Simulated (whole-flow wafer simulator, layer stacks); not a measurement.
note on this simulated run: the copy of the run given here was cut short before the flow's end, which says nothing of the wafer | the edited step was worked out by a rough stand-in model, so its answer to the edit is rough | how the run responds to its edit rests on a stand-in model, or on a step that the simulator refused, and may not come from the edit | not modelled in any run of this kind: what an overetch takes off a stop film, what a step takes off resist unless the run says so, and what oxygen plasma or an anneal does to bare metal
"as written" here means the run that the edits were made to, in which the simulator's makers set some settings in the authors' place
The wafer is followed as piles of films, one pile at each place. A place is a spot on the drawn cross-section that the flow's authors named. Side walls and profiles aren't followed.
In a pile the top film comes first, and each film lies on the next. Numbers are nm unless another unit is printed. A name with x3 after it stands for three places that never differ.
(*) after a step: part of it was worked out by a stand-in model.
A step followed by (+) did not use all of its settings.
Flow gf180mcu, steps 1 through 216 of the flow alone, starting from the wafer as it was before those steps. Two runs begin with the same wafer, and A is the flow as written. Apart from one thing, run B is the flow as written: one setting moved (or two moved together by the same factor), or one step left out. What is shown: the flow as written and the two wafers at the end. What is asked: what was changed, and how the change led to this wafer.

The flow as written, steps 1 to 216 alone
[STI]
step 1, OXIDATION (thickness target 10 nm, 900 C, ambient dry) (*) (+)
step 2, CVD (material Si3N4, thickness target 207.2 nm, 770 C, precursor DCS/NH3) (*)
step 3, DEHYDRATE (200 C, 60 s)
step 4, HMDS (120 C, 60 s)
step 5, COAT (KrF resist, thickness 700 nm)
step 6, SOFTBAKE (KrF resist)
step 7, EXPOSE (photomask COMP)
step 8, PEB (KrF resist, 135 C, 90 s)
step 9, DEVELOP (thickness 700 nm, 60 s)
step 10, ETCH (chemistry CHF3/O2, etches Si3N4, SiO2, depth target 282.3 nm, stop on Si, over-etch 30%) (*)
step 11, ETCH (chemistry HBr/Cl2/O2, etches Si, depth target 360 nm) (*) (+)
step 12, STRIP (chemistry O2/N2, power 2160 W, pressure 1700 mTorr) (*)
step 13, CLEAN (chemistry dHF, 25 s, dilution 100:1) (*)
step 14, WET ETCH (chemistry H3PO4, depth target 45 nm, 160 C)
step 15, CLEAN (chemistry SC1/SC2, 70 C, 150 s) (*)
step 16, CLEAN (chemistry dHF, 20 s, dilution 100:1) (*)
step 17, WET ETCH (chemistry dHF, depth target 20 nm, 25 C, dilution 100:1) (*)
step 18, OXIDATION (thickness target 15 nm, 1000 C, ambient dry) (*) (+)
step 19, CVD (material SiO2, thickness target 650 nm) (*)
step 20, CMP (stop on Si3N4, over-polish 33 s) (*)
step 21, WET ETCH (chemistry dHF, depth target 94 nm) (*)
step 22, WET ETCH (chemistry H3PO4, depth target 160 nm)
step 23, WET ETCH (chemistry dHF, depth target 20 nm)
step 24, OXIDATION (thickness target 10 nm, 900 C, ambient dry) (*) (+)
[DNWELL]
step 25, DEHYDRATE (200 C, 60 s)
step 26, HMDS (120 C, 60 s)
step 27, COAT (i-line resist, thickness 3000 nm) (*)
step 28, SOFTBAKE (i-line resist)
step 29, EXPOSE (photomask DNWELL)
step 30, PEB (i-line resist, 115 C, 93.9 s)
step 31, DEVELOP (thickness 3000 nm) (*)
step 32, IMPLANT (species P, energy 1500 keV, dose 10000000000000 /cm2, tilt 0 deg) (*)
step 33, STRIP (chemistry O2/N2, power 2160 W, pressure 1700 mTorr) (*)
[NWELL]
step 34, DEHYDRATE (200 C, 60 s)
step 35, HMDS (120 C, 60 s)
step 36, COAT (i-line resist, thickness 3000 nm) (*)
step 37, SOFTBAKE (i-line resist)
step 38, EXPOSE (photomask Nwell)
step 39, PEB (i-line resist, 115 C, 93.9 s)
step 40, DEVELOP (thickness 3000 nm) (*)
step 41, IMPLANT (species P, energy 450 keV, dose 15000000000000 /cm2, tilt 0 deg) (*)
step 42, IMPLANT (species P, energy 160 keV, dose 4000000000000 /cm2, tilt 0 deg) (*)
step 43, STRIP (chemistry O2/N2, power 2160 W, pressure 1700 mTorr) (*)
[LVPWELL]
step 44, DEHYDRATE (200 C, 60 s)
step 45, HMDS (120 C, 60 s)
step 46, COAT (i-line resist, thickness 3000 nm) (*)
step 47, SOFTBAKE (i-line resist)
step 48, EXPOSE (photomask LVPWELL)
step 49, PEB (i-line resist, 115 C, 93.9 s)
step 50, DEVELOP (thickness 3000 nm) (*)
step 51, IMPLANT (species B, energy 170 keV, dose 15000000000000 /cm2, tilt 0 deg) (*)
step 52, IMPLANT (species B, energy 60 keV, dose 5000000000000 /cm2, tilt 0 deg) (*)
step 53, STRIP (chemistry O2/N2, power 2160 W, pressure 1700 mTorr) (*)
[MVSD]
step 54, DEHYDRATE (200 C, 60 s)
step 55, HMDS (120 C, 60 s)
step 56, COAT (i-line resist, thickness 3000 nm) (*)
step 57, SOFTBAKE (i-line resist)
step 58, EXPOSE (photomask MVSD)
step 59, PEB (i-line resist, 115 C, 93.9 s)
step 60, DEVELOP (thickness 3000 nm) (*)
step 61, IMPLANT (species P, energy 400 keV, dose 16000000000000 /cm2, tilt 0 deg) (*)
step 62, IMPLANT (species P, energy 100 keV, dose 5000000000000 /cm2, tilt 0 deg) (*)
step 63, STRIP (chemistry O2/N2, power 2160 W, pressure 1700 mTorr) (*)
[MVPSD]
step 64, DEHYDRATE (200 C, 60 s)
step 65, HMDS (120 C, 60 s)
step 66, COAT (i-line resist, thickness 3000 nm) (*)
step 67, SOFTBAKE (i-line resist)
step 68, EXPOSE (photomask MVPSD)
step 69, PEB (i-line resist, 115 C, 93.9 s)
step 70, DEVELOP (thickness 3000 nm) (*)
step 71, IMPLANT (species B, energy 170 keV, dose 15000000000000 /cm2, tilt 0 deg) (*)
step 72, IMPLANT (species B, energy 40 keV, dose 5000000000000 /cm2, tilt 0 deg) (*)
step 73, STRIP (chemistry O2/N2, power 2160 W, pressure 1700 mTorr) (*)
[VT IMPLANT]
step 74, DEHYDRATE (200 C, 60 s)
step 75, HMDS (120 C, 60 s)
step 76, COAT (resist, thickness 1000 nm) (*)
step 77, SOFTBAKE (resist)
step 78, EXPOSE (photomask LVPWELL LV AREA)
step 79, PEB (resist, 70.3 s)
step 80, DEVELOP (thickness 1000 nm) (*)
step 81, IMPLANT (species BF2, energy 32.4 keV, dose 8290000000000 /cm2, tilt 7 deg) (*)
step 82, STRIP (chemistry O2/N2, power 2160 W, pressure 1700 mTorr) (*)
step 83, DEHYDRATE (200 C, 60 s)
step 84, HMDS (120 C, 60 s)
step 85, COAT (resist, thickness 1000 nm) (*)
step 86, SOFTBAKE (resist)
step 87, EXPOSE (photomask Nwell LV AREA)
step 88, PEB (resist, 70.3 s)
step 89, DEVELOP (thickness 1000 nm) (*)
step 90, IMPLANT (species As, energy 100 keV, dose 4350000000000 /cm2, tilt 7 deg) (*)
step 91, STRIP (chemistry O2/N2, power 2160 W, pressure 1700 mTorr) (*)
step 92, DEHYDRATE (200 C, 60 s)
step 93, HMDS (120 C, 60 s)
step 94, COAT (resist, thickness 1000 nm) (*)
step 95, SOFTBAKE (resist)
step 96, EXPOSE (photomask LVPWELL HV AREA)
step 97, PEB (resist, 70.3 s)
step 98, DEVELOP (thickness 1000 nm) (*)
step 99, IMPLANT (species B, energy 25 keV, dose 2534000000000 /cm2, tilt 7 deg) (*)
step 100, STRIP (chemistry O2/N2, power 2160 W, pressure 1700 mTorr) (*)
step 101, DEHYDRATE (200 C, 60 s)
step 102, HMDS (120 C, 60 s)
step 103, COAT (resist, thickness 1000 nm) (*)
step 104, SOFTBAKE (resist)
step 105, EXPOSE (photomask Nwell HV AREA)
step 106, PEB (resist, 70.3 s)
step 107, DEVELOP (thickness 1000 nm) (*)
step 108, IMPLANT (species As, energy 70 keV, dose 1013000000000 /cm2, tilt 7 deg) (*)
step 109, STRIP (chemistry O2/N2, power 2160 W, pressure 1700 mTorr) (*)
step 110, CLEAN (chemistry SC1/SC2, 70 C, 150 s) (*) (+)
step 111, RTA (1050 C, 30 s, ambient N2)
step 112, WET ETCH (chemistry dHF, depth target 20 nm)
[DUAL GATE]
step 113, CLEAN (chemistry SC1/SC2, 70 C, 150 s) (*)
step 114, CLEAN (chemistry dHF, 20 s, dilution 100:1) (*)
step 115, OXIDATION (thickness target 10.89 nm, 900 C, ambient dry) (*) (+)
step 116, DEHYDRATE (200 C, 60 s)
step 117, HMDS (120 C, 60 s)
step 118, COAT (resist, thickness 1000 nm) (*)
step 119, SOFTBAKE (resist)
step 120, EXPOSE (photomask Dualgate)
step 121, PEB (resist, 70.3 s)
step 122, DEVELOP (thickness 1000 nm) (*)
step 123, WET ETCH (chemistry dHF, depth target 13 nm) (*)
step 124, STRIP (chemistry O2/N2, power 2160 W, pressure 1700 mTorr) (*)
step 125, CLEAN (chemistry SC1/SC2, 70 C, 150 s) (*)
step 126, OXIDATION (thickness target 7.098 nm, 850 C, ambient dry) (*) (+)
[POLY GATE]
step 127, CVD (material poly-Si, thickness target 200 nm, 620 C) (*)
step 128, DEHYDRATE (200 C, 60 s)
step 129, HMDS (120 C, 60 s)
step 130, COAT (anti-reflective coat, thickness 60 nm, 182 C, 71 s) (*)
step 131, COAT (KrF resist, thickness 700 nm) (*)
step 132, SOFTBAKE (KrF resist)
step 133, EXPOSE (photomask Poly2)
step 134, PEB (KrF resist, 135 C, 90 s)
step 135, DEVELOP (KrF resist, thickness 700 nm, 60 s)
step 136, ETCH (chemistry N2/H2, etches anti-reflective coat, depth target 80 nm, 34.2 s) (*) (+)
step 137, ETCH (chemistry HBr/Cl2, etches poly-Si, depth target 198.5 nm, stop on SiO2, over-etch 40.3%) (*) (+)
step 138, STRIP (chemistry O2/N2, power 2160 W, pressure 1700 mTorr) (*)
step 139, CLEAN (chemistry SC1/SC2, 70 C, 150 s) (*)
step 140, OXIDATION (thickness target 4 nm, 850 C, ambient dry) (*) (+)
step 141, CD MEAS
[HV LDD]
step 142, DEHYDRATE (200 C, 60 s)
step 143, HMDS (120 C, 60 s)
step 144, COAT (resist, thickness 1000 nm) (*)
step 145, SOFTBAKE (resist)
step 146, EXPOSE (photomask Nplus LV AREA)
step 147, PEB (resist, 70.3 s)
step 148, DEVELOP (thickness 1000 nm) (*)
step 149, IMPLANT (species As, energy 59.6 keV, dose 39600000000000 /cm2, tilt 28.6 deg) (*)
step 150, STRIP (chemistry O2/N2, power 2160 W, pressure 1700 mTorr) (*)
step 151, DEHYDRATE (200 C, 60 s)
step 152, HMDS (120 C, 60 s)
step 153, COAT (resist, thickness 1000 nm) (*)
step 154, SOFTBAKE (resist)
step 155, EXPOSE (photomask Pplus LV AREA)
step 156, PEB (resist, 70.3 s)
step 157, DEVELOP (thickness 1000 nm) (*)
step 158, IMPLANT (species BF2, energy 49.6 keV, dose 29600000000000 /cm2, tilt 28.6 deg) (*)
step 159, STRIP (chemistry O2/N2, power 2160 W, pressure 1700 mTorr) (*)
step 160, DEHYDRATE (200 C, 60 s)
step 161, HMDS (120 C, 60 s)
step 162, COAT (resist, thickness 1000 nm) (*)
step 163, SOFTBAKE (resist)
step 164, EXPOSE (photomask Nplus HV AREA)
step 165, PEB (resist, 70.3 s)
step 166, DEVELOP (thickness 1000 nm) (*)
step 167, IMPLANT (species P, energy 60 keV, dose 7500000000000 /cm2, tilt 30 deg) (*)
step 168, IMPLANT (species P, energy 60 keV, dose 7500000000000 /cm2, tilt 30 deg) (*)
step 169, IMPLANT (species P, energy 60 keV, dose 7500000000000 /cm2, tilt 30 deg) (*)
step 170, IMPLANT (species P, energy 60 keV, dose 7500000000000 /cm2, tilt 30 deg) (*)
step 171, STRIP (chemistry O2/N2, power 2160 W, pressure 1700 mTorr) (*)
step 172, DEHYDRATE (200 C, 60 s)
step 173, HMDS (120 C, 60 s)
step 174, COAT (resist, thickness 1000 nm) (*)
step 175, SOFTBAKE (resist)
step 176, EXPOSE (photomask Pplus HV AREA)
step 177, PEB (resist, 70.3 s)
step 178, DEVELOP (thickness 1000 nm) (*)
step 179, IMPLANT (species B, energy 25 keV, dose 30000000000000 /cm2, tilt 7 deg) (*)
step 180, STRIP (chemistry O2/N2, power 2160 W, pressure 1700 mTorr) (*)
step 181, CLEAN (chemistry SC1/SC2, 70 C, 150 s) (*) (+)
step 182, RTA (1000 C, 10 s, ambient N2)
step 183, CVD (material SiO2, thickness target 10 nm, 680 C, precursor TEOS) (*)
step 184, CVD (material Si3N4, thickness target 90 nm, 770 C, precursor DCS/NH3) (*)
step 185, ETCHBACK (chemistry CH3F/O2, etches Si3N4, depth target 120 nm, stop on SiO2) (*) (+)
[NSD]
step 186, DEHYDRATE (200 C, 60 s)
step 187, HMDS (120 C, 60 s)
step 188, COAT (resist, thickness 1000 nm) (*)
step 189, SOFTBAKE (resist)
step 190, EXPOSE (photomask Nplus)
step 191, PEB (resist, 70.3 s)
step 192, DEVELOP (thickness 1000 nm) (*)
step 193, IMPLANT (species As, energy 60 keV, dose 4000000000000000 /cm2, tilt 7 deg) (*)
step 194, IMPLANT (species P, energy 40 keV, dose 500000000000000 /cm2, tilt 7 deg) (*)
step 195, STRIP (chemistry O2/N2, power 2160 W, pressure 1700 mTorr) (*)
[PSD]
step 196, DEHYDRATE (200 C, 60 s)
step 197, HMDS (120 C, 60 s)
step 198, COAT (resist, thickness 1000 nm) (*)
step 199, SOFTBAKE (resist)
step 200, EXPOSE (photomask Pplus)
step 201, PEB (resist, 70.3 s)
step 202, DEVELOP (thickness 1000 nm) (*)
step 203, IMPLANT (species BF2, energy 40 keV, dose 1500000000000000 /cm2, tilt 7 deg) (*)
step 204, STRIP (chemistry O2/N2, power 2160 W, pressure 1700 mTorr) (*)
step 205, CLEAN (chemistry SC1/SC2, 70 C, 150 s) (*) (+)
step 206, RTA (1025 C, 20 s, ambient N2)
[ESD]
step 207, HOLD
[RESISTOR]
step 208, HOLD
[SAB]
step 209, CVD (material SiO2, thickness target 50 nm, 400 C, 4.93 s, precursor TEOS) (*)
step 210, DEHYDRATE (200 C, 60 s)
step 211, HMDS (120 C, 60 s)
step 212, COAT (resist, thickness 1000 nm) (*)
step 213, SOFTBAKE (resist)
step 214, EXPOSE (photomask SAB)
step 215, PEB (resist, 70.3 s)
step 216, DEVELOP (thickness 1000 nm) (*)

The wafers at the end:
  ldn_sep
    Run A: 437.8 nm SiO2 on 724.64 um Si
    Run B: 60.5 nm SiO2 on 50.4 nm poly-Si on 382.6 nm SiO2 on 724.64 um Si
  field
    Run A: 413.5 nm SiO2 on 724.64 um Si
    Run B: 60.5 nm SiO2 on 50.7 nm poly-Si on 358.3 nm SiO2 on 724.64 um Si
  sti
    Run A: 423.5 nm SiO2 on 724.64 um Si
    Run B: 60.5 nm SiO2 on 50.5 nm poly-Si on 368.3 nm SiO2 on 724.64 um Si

What caused this: step 137, ETCH: depth target 104.2 nm was run, whereas the flow has depth target 198.5 nm.

Step by step, how the change led to this:
  step 137, ETCH (chemistry HBr/Cl2, etches poly-Si, depth target 198.5 nm, stop on SiO2, over-etch 40.3%) (*) (+)
      field__w3, field__w12, field_sub and 14 more: A -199 poly-Si (all of it), -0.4 SiO2 | B -146.2 poly-Si
      field__w6, sti, m1 and 11 more: A -198.8 poly-Si (all of it), -0.4 SiO2 | B -146.2 poly-Si
      (as well as at 61 more places)
  step 138, STRIP (chemistry O2/N2, power 2160 W, pressure 1700 mTorr) (*)
      field, field__w1, field__w2 and 61 more: A nothing | B +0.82 chemical SiO2 (new film), -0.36 poly-Si
      gate: A +0.68 chemical SiO2 (new film), -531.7 KrF resist (all of it), -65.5 anti-reflective coat (all of it), -0.3 poly-Si | B +0.67 chemical SiO2 (new film), -575.8 KrF resist (all of it), -65.5 anti-reflective coat (all of it), -0.3 poly-Si
      (as well as at 27 more places)
  step 139, CLEAN (chemistry SC1/SC2, 70 C, 150 s) (*)
      field, field__w1, field__w2 and 34 more: A -0.68 SiO2 | B -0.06 chemical SiO2, -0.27 poly-Si
  step 140, OXIDATION (thickness target 4 nm, 850 C, ambient dry) (*) (+)
      field, field__w1, field__w2 and 21 more: A +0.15 SiO2, -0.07 Si | B +4 SiO2 (new film), -0.76 chemical SiO2 (all of it), -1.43 poly-Si
      active_hv, active_nat, ld_sd_n and 11 more: A +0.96 SiO2, -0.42 Si | B +4 SiO2 (new film), -0.76 chemical SiO2 (all of it), -1.43 poly-Si
      (as well as at 26 more places)
  step 144, COAT (resist, thickness 1000 nm) (*)
      gate: A +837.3 resist (new film) | B +883.8 resist (new film)
      gate_hv: A +845.4 resist (new film) | B +887.3 resist (new film)
      (as well as at 26 more places)
  step 145, SOFTBAKE (resist)
      nw_enc_fld_lv__w3: A +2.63 resist | B -0.35 resist
      field__w1: A +4.19 resist | B +2.83 resist
      (as well as at 64 more places)
  step 147, PEB (resist, 70.3 s)
      ld_gate_n, ld_acc_n, ld_gate_p, ld_acc_p: A -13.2 resist | B -13.9 resist
      ld_body_p_dnw, ldn_ch, ldp_ch: A -13 resist | B -13.8 resist
      (as well as at 23 more places)
  step 148, DEVELOP (thickness 1000 nm) (*)
      gate: A -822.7 resist (all of it) | B -869.2 resist (all of it)
      npoly_u: A -821.5 resist (all of it) | B -866.3 resist (all of it)
      (as well as at 3 more places)
  step 150, STRIP (chemistry O2/N2, power 2160 W, pressure 1700 mTorr) (*)
      gate_hv: A -824.2 resist (all of it) | B -867.8 resist (all of it)
      gate_p: A -828.7 resist (all of it) | B -873.5 resist (all of it)
      (as well as at 21 more places)
  step 153, COAT (resist, thickness 1000 nm) (*)
      gate: A +837.3 resist (new film) | B +883.8 resist (new film)
      gate_hv: A +845.4 resist (new film) | B +887.3 resist (new film)
      (as well as at 26 more places)
  step 154, SOFTBAKE (resist)
      nw_enc_fld_lv__w3: A +2.63 resist | B -0.35 resist
      field__w1: A +4.19 resist | B +2.83 resist
      (as well as at 64 more places)
  step 156, PEB (resist, 70.3 s)
      ld_gate_n, ld_acc_n, ld_gate_p, ld_acc_p: A -13.2 resist | B -13.9 resist
      ld_body_p_dnw, ldn_ch, ldp_ch: A -13 resist | B -13.8 resist
      (as well as at 23 more places)
  step 157, DEVELOP (thickness 1000 nm) (*)
      gate_p: A -828.7 resist (all of it) | B -873.5 resist (all of it)
      ppoly_u: A -827 resist (all of it) | B -870.2 resist (all of it)
      (as well as at 3 more places)
  step 159, STRIP (chemistry O2/N2, power 2160 W, pressure 1700 mTorr) (*)
      gate: A -822.7 resist (all of it) | B -869.2 resist (all of it)
      gate_hv: A -824.2 resist (all of it) | B -867.8 resist (all of it)
      (as well as at 21 more places)
  step 162, COAT (resist, thickness 1000 nm) (*)
      gate: A +837.3 resist (new film) | B +883.8 resist (new film)
      gate_hv: A +845.4 resist (new film) | B +887.3 resist (new film)
      (as well as at 26 more places)
  step 163, SOFTBAKE (resist)
      nw_enc_fld_lv__w3: A +2.63 resist | B -0.35 resist
      field__w1: A +4.19 resist | B +2.83 resist
      (as well as at 64 more places)
  ... another 22 steps ...
  step 216, DEVELOP (thickness 1000 nm) (*)
      field_sub__w4: A -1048 resist (all of it) | B -1026.3 resist (all of it)
      gate: A -834.3 resist (all of it) | B -877.1 resist (all of it)
      (as well as at 27 more places)
